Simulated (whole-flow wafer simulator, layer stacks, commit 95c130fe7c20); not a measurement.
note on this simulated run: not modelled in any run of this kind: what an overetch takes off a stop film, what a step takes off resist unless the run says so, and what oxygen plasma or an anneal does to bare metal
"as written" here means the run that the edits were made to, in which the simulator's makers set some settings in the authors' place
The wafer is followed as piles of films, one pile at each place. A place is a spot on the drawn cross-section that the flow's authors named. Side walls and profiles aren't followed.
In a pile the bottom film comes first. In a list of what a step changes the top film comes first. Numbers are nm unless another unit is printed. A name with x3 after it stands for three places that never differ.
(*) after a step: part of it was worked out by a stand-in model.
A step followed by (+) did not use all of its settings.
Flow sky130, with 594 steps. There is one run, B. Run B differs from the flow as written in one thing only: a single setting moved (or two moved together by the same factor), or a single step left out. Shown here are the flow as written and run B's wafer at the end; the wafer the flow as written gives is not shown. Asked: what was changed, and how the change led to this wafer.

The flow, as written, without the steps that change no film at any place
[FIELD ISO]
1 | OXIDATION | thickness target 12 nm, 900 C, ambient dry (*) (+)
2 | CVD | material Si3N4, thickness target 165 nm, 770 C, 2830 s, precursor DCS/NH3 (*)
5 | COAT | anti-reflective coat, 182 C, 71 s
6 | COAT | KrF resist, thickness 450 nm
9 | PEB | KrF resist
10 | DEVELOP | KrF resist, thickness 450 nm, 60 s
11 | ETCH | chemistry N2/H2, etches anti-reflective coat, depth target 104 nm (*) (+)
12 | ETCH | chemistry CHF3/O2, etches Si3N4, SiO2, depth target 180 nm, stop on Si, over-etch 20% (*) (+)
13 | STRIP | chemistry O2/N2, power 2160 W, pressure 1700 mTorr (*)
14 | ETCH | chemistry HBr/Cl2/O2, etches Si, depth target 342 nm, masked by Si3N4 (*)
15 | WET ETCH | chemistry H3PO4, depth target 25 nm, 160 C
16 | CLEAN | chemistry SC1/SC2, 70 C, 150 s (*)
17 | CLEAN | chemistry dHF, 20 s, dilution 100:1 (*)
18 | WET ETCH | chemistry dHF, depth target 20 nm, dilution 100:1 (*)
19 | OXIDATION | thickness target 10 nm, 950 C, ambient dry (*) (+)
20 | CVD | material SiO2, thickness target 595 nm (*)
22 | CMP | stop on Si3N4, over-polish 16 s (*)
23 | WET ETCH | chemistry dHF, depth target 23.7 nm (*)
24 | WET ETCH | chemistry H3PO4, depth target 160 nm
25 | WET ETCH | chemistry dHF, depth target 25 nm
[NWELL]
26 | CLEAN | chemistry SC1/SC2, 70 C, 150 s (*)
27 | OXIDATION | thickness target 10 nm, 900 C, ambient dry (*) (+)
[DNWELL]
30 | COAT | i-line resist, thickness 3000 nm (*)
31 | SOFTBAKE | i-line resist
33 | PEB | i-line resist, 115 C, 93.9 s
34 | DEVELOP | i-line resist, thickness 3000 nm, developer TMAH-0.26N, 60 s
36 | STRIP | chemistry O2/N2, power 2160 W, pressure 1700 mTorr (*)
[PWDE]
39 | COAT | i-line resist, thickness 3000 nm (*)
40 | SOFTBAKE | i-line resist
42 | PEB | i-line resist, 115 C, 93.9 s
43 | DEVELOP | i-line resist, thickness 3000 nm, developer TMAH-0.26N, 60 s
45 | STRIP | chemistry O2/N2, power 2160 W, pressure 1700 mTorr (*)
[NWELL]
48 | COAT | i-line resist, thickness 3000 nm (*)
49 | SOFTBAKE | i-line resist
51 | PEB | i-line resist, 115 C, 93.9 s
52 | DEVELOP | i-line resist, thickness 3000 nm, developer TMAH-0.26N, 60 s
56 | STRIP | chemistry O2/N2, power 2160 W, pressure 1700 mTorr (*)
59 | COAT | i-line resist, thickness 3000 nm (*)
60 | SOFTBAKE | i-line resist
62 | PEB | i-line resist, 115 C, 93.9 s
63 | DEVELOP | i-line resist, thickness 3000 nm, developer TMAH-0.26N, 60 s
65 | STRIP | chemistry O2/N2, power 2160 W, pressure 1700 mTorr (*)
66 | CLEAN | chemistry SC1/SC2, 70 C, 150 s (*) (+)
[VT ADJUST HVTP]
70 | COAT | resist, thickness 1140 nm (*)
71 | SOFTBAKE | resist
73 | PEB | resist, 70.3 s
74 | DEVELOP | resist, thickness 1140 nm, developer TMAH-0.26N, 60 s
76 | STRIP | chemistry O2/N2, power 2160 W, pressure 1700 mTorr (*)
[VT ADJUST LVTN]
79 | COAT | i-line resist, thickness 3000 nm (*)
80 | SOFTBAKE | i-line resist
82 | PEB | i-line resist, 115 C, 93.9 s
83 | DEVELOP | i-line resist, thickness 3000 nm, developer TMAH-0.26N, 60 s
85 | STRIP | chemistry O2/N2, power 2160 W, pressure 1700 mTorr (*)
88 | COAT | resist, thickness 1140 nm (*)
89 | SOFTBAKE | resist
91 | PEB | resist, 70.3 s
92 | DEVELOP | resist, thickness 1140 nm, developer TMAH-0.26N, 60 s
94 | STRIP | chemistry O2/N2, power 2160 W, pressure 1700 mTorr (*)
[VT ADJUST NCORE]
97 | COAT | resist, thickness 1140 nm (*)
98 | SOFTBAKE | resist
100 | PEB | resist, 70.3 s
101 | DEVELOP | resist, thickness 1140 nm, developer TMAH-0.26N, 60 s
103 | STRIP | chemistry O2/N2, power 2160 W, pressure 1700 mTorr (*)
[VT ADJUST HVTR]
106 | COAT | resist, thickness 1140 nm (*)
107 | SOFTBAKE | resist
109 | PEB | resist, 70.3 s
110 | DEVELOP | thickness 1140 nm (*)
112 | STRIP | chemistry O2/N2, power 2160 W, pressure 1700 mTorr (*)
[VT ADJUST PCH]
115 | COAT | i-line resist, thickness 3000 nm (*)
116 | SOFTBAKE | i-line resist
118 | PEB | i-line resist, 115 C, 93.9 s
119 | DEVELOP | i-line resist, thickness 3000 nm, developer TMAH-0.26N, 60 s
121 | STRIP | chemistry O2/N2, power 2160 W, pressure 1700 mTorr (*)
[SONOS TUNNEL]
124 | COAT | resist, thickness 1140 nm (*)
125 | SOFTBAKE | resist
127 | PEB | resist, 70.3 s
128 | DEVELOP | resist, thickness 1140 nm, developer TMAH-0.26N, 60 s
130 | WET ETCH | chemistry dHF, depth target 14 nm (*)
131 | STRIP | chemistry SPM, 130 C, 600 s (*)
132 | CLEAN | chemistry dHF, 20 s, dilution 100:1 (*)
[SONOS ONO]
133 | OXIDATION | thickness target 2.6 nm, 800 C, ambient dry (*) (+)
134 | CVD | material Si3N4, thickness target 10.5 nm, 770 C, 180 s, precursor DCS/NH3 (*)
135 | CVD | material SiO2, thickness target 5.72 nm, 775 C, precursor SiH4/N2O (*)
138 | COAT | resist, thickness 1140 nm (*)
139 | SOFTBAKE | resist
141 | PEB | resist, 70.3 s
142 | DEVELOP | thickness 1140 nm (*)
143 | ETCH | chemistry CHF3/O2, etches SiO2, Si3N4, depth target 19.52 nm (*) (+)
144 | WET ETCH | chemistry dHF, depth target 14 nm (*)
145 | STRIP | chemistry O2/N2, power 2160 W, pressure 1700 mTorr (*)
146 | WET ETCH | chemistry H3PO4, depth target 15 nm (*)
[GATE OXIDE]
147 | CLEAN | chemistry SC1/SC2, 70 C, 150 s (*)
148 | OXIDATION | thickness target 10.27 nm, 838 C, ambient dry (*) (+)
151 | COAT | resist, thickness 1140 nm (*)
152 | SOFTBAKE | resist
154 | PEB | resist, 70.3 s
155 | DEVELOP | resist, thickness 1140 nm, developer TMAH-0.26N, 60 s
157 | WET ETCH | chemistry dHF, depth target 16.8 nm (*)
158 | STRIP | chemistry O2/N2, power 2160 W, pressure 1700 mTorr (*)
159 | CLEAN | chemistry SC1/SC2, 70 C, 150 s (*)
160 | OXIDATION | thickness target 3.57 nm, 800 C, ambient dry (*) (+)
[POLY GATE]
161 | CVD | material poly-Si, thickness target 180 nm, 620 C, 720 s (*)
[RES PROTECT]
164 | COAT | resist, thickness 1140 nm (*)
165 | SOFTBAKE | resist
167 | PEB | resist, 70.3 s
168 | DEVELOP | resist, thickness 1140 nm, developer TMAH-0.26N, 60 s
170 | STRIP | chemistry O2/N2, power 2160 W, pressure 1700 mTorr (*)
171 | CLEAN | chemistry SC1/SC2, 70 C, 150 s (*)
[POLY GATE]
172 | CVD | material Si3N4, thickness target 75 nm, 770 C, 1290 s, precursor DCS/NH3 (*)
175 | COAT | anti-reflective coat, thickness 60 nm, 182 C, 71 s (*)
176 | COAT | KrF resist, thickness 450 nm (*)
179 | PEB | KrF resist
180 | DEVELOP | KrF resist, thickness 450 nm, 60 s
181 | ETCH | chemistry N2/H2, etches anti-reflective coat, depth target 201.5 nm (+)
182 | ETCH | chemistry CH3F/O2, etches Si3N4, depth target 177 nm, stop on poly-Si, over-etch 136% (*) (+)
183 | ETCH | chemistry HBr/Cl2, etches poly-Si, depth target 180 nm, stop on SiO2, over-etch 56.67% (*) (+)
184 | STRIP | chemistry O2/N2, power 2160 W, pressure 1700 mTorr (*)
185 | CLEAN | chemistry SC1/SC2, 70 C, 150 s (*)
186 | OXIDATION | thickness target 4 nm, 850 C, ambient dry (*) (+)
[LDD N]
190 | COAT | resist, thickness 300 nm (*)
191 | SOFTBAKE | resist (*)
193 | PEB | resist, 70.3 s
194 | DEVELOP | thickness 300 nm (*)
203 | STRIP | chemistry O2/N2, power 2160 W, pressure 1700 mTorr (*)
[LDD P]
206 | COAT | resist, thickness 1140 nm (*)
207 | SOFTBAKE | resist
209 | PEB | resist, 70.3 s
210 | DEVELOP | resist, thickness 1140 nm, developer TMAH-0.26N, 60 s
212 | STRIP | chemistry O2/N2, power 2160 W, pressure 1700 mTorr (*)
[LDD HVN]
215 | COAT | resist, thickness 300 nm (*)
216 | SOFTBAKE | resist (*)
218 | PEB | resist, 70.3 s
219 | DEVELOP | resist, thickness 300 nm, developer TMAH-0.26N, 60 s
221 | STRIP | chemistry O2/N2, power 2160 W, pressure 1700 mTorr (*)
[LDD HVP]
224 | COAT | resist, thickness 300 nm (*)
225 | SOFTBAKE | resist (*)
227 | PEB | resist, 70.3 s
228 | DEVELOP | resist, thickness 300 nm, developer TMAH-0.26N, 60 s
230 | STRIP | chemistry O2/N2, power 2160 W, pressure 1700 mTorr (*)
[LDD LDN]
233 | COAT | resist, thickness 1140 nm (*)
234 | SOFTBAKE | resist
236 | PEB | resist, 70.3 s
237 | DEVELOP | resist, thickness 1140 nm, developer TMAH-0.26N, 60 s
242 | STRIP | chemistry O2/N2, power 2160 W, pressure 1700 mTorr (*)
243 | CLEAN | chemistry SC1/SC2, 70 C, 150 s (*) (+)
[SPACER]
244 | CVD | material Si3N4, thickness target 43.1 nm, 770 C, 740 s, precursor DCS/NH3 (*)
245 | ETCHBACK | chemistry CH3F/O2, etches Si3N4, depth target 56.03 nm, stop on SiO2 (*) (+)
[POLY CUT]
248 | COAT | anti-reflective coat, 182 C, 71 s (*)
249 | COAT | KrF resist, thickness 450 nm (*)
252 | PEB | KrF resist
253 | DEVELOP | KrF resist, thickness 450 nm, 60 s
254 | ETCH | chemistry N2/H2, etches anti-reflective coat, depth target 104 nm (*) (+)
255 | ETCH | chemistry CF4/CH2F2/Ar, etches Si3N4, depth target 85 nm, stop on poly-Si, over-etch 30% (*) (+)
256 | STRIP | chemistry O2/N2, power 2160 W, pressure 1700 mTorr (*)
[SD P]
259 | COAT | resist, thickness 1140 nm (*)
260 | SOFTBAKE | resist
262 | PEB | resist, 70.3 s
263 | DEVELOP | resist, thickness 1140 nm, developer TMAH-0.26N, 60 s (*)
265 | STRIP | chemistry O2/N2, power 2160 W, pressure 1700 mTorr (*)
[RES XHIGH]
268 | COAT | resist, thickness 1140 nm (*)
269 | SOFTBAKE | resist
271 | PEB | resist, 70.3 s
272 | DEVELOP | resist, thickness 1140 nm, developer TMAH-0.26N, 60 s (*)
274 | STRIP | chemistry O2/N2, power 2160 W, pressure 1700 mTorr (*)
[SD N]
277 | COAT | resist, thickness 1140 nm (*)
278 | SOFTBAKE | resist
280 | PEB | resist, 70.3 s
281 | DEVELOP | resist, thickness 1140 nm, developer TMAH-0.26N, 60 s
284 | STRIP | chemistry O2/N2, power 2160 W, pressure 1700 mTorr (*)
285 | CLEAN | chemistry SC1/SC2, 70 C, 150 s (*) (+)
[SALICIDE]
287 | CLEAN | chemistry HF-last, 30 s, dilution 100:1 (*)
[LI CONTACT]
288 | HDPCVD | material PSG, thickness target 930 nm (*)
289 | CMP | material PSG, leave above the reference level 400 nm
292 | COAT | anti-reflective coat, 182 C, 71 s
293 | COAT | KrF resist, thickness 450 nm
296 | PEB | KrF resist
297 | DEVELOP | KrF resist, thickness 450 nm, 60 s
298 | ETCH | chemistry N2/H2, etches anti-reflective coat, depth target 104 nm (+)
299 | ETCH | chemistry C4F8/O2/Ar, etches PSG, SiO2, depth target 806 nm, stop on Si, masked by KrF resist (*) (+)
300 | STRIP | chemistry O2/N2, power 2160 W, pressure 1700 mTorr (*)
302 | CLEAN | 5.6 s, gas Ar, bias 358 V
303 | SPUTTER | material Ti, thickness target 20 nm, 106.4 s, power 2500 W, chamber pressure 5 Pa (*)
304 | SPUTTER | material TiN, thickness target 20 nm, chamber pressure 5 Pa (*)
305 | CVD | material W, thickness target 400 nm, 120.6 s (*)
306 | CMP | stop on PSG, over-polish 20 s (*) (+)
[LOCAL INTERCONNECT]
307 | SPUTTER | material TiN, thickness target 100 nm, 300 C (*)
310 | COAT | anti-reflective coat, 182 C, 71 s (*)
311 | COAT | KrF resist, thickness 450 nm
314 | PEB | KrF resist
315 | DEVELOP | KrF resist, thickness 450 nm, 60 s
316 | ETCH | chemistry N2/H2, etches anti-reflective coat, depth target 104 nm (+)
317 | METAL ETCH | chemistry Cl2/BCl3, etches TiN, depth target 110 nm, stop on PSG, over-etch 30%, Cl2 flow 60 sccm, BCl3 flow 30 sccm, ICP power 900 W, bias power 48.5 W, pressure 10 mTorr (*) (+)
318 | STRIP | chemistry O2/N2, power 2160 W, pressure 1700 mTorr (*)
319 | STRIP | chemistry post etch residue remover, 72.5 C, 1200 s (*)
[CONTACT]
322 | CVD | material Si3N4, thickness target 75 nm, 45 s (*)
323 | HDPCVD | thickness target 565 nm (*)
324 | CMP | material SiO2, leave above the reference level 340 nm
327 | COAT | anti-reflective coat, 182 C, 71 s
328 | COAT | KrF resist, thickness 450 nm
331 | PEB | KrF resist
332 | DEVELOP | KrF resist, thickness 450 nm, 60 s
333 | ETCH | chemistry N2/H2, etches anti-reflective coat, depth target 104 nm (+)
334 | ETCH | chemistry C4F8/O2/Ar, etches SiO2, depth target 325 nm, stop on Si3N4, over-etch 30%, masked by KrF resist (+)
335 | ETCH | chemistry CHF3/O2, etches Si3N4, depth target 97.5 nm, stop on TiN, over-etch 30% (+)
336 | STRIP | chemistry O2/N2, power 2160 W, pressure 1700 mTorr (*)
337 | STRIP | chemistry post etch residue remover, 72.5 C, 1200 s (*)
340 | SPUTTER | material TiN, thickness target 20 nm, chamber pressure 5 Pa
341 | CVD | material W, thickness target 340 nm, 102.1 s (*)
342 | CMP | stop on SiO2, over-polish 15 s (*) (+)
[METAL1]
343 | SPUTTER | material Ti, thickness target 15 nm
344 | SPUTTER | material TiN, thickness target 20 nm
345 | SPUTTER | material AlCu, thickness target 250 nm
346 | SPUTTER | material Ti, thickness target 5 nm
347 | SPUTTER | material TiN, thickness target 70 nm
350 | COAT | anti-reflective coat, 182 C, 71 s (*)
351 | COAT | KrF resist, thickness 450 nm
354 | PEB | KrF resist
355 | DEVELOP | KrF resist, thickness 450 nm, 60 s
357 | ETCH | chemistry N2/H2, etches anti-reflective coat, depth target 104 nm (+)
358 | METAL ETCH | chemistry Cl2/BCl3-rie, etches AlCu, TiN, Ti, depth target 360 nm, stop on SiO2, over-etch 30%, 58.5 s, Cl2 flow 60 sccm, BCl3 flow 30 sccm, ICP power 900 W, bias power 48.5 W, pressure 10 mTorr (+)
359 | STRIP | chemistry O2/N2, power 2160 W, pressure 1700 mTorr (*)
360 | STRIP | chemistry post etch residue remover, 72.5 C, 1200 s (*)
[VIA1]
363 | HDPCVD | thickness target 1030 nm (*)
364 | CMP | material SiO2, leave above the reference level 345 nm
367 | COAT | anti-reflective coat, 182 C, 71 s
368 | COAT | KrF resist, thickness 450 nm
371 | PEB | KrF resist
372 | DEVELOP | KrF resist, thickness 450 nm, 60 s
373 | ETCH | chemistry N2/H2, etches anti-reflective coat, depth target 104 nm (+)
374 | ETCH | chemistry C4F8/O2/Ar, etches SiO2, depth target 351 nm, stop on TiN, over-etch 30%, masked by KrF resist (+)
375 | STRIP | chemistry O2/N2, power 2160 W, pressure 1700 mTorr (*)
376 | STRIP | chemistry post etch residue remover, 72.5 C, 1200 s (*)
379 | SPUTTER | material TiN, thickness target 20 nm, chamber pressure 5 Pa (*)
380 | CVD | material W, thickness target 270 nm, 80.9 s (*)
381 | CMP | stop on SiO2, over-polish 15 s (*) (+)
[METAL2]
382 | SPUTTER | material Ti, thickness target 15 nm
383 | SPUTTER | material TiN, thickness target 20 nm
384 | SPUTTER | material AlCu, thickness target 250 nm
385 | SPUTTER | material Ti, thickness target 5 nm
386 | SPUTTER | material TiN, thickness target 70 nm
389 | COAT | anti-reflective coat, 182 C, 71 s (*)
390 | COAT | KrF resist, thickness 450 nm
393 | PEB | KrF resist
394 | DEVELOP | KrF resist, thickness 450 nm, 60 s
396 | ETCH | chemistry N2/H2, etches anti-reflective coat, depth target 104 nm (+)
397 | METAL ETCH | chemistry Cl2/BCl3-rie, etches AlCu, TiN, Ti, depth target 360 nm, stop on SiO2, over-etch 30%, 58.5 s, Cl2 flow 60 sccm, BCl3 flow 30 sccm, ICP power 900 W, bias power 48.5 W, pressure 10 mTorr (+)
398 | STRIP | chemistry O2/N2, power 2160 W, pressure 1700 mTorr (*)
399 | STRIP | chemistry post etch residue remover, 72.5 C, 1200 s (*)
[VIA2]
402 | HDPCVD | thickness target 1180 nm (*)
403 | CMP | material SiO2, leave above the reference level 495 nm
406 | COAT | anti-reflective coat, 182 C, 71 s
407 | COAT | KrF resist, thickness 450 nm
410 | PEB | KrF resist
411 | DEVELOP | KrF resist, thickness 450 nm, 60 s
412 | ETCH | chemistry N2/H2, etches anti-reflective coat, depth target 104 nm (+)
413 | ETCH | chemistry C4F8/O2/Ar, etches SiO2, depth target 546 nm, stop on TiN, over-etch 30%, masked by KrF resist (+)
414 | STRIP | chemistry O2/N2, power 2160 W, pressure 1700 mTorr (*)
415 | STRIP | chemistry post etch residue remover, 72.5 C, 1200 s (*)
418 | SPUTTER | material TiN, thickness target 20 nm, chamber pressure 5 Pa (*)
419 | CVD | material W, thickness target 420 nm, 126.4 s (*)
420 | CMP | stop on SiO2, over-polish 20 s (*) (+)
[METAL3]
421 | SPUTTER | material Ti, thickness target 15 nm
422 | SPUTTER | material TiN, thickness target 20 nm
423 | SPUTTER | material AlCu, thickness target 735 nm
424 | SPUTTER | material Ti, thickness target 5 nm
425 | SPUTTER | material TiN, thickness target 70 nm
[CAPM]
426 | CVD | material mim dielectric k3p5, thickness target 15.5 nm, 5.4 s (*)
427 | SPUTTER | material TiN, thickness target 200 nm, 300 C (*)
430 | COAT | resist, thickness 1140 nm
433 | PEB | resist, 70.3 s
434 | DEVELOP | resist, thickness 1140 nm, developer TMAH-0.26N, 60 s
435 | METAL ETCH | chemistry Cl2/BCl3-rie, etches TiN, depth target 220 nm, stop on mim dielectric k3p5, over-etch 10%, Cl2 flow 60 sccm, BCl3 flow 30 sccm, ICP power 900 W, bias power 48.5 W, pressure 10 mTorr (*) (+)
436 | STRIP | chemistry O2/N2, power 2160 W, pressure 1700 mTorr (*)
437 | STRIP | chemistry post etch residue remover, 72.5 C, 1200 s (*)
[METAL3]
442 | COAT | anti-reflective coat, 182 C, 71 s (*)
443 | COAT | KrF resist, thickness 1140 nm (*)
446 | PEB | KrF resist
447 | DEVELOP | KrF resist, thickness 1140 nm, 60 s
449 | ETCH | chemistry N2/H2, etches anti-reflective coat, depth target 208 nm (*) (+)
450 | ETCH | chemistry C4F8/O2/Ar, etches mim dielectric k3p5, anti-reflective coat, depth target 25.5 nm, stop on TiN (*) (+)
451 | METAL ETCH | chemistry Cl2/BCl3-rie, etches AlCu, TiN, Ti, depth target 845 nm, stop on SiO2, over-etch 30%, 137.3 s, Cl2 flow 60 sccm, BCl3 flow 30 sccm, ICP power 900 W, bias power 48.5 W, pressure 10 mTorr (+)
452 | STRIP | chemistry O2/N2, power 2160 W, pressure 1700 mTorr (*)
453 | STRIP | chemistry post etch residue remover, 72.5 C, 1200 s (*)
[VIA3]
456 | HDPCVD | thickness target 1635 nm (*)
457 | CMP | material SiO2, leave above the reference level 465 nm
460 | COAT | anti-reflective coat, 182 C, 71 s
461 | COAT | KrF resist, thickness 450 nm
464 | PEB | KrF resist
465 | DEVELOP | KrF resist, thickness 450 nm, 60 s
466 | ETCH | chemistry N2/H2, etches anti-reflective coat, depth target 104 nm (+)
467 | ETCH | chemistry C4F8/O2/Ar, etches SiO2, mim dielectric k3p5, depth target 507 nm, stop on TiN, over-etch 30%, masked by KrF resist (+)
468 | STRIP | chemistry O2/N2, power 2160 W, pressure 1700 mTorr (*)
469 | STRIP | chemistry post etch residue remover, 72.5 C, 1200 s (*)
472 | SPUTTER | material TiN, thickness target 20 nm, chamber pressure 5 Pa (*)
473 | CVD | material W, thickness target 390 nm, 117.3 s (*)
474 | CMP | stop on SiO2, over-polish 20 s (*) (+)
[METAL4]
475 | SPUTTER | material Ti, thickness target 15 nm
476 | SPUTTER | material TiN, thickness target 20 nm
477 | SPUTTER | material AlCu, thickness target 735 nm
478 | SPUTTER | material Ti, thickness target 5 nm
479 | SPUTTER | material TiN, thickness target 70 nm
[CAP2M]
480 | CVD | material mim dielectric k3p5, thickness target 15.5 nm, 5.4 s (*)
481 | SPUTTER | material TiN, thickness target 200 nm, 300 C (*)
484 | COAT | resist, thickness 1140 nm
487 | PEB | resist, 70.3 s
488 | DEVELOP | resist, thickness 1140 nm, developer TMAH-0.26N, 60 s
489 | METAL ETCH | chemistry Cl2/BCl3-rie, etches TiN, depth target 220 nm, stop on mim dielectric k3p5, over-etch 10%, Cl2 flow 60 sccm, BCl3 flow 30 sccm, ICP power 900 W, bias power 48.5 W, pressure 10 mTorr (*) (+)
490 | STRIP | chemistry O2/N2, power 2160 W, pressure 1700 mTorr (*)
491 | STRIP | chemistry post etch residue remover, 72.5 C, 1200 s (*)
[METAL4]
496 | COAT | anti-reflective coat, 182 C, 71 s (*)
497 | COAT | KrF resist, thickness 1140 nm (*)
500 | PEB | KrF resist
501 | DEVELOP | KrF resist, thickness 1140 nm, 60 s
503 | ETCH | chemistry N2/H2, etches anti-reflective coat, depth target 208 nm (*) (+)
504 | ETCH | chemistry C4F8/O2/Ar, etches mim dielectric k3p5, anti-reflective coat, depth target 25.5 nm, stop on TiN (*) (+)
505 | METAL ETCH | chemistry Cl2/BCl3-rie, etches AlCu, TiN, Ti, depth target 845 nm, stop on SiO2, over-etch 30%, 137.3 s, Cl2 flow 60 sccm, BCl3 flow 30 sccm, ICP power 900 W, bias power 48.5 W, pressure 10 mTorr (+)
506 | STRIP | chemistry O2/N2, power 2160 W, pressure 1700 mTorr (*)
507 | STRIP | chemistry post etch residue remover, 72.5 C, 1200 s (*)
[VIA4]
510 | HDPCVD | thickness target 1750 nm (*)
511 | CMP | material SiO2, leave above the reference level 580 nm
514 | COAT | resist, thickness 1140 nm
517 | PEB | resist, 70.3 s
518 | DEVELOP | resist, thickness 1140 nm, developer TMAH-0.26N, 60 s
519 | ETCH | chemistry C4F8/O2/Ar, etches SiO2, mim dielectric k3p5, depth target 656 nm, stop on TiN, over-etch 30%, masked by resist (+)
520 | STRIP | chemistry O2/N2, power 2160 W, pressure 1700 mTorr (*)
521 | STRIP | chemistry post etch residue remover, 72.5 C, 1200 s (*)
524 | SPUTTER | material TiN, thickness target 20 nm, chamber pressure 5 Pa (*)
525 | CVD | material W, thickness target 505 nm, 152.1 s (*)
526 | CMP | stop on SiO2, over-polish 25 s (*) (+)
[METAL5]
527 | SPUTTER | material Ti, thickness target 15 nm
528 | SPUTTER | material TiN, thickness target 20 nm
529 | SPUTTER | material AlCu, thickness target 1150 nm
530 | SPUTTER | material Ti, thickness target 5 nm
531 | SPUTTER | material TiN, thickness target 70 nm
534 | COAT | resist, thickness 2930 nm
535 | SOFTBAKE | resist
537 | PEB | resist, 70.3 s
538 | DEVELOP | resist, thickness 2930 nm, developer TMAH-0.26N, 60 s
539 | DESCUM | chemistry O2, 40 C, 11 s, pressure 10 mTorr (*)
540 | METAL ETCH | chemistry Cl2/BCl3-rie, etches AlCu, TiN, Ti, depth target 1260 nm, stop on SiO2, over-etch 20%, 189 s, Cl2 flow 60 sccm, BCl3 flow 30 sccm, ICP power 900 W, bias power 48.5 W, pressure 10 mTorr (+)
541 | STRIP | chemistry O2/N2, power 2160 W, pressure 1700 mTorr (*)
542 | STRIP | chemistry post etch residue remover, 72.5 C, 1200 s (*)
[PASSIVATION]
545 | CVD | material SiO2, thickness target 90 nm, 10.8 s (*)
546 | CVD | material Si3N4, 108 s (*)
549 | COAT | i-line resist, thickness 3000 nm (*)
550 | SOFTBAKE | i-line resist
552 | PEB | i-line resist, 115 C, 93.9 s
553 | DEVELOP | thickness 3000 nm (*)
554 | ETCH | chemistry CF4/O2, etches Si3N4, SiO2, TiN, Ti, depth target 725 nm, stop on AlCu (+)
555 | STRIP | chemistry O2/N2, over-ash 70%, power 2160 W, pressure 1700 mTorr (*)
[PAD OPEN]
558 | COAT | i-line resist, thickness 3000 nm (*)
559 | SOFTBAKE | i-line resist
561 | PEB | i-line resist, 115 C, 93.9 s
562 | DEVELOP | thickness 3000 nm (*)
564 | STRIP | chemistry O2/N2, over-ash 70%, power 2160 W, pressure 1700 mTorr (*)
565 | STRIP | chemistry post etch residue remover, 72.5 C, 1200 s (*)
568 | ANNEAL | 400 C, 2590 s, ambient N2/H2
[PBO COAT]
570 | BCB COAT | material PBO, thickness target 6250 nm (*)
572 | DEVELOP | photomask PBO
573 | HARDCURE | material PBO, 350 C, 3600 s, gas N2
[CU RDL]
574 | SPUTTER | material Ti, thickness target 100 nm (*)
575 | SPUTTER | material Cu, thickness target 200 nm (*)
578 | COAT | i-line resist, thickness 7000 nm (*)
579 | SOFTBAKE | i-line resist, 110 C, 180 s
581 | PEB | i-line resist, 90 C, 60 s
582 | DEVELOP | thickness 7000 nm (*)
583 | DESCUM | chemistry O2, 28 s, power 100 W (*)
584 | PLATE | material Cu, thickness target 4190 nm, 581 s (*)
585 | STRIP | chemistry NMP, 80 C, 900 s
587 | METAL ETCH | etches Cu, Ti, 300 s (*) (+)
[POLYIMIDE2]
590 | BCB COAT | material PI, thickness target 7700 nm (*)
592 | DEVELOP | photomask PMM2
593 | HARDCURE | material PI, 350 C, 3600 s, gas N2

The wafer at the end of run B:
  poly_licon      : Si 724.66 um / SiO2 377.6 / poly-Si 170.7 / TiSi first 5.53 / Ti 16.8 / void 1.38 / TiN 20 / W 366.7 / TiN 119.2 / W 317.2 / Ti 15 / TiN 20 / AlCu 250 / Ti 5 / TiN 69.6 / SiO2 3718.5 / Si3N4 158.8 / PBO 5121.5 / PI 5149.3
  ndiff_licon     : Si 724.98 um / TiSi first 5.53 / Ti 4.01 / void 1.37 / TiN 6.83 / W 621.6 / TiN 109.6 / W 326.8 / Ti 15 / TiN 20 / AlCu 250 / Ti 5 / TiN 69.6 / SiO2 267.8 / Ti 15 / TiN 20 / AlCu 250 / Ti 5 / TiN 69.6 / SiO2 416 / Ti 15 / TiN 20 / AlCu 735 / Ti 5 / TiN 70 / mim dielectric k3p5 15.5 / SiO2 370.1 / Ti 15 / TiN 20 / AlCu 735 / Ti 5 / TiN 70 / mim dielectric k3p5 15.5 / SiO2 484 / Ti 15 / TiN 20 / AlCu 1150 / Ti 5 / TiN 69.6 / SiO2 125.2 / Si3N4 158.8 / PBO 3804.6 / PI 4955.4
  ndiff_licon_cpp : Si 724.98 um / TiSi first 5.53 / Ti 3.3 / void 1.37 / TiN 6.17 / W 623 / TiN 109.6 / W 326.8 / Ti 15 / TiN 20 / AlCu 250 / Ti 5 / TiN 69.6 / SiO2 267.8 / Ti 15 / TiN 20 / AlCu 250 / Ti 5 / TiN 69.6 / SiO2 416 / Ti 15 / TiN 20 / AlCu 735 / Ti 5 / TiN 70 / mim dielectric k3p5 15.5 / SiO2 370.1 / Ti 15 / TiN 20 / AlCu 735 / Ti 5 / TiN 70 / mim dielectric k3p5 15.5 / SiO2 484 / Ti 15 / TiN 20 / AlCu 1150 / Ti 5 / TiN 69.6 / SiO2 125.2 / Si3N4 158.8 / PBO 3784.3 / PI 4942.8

Cause: step 568, ANNEAL: 1036 s was run, though the flow has 2590 s.

The path from the change to this, step by step:
  568 | ANNEAL | 400 C, 2590 s, ambient N2/H2
      poly_licon, rpo_hd_licon: under 11 films: void gains 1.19 (new film), Ti loses 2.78, TiSi first gains 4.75 (new film), poly-Si loses 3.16 (in the flow as written it would be: under 11 films: void gains 1.65 (new film), Ti loses 3.85, TiSi first gains 6.58 (new film), poly-Si loses 4.38)
      ndiff_licon, ndiff_licon_cpp: under 37 films: void gains 1.18 (new film), Ti loses 2.78, TiSi first gains 4.75 (new film), Si loses 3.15 (in the flow as written it would be: under 37 films: void gains 1.63 (new film), Ti loses 3.85, TiSi first gains 6.58 (new film), Si loses 4.36)
